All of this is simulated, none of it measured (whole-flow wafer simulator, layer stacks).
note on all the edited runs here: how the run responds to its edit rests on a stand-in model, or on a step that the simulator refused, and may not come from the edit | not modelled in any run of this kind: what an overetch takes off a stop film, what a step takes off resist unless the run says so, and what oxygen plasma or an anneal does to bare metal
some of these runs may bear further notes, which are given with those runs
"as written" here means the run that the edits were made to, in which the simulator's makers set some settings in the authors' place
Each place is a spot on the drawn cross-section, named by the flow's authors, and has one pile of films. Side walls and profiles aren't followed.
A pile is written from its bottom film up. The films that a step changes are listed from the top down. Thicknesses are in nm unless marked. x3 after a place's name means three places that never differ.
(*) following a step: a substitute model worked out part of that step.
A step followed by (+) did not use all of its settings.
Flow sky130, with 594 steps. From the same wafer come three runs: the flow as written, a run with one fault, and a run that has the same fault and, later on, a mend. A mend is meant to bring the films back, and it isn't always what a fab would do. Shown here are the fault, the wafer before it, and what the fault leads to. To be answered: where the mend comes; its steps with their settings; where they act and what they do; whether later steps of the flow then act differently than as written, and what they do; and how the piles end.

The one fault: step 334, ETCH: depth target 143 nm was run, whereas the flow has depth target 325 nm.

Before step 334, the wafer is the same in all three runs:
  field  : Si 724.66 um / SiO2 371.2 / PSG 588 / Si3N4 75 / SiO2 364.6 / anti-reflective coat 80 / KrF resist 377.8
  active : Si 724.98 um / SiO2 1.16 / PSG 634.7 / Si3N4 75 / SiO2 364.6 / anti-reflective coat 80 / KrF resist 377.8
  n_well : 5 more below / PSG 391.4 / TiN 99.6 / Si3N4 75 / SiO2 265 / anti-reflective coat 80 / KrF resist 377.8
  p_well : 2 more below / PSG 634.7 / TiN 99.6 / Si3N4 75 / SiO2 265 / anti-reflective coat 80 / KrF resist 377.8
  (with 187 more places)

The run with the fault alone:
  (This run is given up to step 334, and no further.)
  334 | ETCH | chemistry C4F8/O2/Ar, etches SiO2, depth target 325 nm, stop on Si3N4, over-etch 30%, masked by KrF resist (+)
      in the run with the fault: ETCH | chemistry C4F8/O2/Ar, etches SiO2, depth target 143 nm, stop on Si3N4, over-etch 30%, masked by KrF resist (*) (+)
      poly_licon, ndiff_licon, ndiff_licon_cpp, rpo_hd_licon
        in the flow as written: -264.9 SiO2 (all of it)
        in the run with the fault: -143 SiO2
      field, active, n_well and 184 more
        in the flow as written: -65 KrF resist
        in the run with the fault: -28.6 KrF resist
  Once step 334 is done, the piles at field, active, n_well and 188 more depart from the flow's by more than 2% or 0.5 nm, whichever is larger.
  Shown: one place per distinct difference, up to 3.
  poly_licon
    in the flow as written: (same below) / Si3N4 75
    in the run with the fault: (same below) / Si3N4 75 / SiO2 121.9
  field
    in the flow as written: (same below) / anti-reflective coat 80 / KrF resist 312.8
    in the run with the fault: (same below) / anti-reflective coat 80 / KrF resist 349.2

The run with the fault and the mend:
  The mend stands after step 334.
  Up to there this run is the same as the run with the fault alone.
  334a | ETCH | chemistry C4F8/O2/Ar, etches SiO2, depth target 182 nm, stop on Si3N4, over-etch 30%, masked by KrF resist (+) (the flow's step 334, run once more with other settings)
      field, active, n_well and 184 more
        -36.4 KrF resist
      poly_licon, ndiff_licon, ndiff_licon_cpp, rpo_hd_licon
        -121.9 SiO2 (all of it)
  Later steps of the flow that are run all act as written at every place that is followed.
  At every place that both follow, the piles at the end match the flow's.
